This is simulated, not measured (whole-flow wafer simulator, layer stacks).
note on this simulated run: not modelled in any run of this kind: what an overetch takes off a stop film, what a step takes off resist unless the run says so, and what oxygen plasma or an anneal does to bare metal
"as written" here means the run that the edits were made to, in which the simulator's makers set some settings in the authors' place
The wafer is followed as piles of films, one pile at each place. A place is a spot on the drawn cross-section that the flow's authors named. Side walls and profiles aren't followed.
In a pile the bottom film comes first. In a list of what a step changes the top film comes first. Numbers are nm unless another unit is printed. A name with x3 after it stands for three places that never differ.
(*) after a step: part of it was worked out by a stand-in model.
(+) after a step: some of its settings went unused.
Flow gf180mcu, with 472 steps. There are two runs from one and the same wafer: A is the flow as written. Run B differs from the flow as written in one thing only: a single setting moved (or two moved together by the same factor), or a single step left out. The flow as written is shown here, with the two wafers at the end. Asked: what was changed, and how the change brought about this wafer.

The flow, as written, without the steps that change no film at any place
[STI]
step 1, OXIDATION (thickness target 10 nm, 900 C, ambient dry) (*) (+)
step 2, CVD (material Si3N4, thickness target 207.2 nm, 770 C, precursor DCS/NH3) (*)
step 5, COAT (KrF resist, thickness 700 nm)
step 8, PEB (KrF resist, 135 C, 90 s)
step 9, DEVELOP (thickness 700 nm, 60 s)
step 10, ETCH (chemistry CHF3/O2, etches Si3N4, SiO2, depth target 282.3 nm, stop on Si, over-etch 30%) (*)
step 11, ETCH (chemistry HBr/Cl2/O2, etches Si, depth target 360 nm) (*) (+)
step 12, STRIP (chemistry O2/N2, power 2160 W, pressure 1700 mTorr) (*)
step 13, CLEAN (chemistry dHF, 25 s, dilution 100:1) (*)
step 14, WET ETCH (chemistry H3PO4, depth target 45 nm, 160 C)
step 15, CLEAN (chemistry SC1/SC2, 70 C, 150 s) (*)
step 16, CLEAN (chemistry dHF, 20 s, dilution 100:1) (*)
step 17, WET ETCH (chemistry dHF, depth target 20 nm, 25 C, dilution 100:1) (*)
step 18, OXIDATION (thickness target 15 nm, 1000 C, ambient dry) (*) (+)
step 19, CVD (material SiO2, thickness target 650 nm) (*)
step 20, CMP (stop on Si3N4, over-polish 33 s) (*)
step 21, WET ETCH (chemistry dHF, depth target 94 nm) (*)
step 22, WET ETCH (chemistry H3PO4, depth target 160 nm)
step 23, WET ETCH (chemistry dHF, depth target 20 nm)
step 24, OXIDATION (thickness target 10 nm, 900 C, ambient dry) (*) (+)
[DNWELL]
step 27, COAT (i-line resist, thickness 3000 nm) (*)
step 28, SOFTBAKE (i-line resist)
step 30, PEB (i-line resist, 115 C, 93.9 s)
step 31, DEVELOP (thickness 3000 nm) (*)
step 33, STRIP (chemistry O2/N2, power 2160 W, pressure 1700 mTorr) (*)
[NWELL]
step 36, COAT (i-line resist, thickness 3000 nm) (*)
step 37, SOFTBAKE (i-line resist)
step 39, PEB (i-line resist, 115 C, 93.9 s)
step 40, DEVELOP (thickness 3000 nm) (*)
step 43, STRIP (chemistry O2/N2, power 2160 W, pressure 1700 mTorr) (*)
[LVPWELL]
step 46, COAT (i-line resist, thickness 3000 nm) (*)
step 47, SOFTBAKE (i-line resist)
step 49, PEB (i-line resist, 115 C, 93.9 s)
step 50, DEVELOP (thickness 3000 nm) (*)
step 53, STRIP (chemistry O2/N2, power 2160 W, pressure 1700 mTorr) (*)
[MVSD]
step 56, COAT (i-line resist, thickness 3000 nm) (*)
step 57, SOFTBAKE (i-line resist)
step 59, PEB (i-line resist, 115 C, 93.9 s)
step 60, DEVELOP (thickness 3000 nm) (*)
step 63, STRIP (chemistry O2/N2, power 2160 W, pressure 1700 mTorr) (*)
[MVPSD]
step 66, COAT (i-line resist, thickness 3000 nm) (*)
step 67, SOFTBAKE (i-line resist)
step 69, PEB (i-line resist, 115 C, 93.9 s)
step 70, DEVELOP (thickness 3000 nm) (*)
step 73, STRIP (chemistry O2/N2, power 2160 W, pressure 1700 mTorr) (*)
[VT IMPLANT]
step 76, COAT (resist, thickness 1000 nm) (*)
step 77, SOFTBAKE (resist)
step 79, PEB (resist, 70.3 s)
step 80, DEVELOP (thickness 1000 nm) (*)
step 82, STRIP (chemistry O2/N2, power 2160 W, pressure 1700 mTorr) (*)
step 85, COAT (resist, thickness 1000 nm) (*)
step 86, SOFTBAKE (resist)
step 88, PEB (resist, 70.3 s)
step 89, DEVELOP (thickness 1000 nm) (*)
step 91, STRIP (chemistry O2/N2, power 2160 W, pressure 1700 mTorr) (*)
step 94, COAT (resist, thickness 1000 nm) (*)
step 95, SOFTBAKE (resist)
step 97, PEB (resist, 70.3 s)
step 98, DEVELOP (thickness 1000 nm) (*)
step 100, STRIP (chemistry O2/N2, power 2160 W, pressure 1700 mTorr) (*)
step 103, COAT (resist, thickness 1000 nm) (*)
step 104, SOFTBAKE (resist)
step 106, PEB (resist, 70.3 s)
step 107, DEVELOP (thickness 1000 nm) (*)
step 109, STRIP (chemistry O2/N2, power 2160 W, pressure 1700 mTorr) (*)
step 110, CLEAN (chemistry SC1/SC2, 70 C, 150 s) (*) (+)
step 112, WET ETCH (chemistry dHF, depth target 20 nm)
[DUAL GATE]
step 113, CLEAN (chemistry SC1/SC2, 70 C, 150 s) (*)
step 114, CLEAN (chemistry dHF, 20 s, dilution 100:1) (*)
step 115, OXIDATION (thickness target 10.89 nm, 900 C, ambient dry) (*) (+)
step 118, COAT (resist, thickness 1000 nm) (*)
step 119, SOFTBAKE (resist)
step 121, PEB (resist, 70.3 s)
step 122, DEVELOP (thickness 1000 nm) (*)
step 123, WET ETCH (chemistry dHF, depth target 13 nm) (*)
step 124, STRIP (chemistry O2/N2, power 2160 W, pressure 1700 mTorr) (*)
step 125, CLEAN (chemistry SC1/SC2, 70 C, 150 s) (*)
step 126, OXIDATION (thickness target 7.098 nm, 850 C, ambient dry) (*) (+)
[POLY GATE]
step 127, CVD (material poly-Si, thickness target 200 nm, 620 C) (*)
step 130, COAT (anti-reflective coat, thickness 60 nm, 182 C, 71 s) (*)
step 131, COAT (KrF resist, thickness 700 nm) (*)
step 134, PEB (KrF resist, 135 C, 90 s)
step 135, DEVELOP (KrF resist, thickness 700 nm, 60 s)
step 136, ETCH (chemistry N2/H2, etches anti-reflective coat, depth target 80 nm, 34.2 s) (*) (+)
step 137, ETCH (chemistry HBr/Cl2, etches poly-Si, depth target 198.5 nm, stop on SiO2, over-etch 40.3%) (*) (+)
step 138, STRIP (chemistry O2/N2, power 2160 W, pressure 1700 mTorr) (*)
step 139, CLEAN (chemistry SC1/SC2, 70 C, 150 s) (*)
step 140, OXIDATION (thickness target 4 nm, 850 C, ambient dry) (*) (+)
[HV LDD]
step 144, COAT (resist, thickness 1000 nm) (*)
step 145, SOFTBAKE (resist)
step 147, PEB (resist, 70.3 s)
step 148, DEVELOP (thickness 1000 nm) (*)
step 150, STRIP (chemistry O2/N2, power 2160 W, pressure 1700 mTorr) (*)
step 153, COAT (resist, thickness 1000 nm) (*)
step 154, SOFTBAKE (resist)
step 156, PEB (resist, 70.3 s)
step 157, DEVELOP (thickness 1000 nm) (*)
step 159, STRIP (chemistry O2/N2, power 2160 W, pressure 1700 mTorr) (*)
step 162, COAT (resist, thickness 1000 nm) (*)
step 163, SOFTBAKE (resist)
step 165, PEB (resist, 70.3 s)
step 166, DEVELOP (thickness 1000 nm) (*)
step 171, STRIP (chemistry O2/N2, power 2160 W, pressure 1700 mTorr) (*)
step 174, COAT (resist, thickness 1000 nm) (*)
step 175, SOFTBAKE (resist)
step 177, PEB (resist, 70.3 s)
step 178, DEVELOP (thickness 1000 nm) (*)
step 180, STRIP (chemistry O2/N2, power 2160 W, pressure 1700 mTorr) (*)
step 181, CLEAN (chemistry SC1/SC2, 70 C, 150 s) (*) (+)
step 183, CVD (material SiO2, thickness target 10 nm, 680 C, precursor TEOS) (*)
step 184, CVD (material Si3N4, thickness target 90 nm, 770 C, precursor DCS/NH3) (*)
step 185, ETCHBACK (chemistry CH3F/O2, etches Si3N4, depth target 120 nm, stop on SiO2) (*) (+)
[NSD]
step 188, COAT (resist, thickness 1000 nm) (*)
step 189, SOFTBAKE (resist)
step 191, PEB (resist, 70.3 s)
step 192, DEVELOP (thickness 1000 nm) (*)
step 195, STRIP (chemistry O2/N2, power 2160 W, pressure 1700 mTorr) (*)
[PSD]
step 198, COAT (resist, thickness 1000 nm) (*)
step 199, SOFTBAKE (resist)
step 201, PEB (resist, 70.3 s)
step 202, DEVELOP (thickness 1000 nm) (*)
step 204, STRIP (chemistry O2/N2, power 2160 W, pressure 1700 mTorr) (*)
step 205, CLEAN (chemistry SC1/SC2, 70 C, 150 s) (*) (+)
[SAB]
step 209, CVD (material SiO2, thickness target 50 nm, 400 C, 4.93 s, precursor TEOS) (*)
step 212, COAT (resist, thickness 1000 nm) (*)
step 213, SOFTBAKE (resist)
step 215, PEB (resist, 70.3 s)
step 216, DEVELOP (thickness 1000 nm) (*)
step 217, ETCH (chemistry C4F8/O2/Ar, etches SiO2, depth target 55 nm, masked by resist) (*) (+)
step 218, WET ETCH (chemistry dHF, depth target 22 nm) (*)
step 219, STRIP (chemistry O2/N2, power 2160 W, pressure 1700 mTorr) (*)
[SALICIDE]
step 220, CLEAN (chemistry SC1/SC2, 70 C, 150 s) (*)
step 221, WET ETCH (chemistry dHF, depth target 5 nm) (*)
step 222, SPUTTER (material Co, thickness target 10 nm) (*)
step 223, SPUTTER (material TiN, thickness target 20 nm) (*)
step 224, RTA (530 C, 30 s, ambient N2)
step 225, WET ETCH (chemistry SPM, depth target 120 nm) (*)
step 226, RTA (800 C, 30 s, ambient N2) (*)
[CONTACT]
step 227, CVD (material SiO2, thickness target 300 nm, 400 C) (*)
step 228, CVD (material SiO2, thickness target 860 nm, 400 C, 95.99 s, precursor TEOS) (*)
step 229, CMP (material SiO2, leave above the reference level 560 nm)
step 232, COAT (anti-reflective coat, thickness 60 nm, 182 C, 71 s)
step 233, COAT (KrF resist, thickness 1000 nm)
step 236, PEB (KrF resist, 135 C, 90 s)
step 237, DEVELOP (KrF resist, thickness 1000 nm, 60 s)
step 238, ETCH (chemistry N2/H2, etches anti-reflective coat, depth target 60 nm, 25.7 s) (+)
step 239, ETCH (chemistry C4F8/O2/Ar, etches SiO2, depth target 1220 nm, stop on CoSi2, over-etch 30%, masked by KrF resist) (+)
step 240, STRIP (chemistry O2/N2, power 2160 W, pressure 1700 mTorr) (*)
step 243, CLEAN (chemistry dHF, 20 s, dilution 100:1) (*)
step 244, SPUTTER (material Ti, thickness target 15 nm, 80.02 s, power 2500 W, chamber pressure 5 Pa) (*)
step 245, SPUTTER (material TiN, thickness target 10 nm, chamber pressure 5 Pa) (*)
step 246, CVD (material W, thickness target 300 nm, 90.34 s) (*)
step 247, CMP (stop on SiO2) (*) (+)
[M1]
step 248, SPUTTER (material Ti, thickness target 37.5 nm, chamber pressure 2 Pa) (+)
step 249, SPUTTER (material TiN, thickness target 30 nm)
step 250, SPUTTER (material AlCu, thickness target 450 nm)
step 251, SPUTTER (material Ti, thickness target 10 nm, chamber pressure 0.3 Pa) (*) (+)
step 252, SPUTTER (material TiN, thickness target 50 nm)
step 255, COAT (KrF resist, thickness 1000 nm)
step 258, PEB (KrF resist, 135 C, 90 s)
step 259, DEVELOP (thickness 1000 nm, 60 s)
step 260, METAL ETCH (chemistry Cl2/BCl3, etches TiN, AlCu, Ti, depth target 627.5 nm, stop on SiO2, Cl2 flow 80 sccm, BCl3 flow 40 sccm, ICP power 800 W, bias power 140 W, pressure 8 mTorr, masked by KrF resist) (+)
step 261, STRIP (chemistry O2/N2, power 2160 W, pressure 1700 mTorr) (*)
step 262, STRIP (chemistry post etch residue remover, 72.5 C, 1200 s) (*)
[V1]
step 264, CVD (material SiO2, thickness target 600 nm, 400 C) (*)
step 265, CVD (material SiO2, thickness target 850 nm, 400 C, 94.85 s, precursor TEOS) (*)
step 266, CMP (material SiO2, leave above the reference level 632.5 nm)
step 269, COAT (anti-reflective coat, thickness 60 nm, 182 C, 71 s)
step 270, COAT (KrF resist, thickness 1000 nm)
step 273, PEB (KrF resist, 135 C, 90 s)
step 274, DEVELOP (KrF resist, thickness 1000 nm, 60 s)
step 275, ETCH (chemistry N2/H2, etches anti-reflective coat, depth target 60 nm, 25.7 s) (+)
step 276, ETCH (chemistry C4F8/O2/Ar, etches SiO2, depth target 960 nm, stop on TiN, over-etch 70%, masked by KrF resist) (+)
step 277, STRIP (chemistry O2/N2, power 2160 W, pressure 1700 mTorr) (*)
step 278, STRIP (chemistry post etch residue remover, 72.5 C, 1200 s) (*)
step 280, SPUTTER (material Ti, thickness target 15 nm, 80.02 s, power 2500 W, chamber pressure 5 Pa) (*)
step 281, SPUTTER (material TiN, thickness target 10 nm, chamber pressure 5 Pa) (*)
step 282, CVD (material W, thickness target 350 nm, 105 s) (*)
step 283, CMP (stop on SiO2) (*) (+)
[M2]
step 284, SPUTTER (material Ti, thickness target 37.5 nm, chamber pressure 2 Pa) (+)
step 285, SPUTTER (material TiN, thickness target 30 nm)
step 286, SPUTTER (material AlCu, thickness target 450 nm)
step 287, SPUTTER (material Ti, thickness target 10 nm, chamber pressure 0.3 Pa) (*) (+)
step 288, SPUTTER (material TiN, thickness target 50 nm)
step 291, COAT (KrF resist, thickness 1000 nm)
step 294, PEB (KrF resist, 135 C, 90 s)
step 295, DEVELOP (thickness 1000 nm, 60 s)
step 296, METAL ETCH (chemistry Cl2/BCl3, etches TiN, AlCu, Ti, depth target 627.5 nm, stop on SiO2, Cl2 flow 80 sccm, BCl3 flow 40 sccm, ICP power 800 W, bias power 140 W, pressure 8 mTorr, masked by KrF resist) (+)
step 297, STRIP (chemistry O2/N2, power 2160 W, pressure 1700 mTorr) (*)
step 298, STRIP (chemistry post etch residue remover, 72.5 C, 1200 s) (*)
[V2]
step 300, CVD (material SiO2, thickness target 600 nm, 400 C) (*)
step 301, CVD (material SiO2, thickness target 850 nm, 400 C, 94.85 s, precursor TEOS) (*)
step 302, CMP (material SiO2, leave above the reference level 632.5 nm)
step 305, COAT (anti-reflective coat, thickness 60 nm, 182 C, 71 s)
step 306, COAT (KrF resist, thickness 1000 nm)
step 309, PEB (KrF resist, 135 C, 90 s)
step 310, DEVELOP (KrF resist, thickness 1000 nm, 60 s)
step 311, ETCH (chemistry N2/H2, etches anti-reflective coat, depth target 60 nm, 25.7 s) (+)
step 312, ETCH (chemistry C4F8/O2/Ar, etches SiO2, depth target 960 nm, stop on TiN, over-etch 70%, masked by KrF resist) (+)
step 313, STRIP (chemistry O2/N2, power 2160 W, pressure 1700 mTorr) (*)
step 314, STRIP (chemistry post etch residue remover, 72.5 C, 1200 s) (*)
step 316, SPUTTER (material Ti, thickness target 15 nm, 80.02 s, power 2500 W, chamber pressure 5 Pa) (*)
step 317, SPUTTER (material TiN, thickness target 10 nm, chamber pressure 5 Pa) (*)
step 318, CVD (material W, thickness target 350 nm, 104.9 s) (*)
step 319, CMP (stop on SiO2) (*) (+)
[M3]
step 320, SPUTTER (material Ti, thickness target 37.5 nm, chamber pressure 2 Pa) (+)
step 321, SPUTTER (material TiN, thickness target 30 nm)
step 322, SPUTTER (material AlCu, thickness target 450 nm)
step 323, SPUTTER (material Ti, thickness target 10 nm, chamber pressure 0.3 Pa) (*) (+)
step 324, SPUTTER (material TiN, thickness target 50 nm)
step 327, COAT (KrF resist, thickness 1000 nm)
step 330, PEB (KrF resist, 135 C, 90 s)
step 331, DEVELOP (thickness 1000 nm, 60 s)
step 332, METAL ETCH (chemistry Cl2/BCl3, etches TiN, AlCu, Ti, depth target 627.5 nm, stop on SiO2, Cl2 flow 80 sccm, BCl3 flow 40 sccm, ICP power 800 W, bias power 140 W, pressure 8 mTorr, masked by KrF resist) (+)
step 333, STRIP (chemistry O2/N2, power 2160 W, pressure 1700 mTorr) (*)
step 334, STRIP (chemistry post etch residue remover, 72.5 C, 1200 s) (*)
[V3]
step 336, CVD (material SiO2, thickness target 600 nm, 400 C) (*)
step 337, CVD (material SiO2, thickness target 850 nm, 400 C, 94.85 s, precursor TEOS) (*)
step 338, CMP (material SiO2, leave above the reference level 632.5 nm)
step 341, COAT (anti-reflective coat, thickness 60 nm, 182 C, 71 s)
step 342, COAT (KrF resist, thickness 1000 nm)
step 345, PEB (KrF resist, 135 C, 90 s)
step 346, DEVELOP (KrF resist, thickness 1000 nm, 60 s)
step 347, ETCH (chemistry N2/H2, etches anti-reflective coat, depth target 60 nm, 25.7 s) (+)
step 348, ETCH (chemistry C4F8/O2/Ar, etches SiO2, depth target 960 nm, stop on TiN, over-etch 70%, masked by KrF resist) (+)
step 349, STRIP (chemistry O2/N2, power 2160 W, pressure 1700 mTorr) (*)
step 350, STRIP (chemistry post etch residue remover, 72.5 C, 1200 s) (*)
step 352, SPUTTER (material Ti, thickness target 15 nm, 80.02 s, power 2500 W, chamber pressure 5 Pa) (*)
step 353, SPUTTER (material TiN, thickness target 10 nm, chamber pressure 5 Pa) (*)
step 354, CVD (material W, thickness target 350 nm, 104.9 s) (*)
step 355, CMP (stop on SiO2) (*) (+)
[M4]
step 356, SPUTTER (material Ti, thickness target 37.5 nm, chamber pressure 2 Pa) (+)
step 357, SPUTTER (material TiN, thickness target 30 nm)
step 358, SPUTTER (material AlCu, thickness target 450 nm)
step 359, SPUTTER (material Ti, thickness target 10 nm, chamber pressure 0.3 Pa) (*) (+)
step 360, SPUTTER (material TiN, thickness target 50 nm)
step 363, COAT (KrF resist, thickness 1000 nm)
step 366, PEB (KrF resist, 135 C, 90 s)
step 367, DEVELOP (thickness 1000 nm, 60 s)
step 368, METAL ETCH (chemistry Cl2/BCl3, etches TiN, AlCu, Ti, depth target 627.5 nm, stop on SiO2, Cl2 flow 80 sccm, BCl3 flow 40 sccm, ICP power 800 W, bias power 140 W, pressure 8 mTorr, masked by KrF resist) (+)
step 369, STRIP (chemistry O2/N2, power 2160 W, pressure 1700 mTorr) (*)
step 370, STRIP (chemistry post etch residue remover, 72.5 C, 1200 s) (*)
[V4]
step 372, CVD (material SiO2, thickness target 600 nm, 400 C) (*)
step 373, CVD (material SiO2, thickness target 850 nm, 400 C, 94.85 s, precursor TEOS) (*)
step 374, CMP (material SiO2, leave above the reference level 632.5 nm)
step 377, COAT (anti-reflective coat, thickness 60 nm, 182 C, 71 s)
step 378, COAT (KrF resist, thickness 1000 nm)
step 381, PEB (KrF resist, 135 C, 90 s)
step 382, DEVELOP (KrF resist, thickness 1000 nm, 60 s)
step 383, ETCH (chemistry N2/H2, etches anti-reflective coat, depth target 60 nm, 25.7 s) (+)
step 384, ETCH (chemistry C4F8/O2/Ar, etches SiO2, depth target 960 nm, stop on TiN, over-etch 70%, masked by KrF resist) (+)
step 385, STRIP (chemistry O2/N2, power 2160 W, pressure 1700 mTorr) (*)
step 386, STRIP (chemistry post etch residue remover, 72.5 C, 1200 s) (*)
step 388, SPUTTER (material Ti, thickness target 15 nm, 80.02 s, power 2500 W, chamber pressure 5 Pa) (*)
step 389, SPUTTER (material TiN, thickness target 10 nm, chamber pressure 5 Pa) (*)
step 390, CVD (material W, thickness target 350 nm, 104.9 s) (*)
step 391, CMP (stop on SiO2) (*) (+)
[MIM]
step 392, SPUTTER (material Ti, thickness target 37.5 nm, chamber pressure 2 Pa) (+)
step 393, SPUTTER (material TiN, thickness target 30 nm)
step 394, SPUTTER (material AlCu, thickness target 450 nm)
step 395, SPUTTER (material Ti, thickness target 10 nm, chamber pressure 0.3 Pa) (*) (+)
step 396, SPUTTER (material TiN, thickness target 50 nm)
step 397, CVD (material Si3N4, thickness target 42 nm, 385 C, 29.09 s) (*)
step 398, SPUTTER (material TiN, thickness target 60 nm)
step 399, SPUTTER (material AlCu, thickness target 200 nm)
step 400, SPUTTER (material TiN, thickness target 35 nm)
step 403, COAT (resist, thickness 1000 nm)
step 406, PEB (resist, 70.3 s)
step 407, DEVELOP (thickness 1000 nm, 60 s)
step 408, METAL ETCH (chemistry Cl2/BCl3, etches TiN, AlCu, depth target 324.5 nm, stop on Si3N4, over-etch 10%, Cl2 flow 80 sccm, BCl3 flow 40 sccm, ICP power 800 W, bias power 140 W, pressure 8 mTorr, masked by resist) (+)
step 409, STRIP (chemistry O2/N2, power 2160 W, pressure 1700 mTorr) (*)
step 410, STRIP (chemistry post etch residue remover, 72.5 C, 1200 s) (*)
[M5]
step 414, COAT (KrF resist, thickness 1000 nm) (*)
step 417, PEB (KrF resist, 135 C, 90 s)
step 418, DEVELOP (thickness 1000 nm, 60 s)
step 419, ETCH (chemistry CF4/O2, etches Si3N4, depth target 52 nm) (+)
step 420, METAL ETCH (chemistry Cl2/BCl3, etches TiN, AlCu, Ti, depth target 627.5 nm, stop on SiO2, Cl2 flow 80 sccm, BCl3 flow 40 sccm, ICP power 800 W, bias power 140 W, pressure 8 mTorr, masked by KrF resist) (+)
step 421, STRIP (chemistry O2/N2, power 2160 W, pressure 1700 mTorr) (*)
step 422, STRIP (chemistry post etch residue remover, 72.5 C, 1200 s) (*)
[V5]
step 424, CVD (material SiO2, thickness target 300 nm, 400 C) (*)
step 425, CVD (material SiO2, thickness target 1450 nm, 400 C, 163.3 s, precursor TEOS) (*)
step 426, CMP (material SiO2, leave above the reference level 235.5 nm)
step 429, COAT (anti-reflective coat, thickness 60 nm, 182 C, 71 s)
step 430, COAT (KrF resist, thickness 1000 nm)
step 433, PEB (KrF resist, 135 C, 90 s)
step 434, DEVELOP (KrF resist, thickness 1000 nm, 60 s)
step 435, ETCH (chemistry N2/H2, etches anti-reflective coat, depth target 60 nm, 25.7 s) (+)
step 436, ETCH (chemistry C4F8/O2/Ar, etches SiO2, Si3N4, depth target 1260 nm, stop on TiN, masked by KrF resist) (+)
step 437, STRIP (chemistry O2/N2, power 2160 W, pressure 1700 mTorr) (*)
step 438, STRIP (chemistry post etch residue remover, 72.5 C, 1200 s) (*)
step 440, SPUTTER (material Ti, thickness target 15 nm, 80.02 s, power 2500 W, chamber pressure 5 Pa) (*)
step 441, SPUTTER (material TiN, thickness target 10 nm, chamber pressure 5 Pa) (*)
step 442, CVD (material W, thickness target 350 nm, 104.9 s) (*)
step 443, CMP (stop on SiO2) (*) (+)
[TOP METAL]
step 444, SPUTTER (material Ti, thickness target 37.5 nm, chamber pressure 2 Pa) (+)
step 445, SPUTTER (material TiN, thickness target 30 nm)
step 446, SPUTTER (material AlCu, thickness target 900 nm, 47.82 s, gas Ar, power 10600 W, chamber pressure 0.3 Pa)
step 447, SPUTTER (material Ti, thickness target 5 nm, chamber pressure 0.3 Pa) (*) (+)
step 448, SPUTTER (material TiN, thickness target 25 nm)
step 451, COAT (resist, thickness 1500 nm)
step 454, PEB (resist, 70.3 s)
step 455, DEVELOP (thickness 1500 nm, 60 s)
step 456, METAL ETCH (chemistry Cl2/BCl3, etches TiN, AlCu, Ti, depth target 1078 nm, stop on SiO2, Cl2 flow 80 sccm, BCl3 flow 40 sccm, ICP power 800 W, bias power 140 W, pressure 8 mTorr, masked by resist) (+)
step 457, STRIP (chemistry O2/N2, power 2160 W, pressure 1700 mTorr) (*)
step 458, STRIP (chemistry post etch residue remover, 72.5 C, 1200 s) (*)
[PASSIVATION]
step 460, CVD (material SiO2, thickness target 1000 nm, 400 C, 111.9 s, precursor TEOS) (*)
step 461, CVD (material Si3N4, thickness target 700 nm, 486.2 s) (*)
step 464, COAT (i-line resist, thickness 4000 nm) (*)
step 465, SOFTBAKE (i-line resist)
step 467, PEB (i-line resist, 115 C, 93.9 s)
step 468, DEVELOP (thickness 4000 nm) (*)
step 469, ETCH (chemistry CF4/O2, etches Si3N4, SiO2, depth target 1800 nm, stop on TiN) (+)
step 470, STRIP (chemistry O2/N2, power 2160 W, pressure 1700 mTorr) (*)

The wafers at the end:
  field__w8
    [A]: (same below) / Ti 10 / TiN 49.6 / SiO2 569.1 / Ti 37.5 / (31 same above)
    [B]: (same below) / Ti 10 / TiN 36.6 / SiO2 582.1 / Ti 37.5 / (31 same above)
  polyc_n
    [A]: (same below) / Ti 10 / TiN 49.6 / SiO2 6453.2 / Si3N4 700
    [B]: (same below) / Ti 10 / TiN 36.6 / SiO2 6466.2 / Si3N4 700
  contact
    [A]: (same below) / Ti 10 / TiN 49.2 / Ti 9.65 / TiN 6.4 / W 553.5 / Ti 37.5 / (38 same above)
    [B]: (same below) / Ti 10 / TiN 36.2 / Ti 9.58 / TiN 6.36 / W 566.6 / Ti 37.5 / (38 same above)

Cause: step 252, SPUTTER: thickness target 37 nm was run, though the flow has thickness target 50 nm.

Step by step, how the change led to this:
  step 252, SPUTTER (material TiN, thickness target 50 nm)
      field, field__w1, field__w2 and 108 more: A +50 TiN (new film) | B +37 TiN (new film)
  step 260, METAL ETCH (chemistry Cl2/BCl3, etches TiN, AlCu, Ti, depth target 627.5 nm, stop on SiO2, Cl2 flow 80 sccm, BCl3 flow 40 sccm, ICP power 800 W, bias power 140 W, pressure 8 mTorr, masked by KrF resist) (+)
      field, field__w1, field__w2 and 99 more: A -50 TiN (all of it), -10 Ti (all of it), -450 AlCu (all of it), -30 TiN (all of it), -37.5 Ti (all of it) | B -37 TiN (all of it), -10 Ti (all of it), -450 AlCu (all of it), -30 TiN (all of it), -37.5 Ti (all of it)
  step 276, ETCH (chemistry C4F8/O2/Ar, etches SiO2, depth target 960 nm, stop on TiN, over-etch 70%, masked by KrF resist) (+)
      contact: A -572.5 SiO2 (all of it) | B -585.5 SiO2 (all of it)
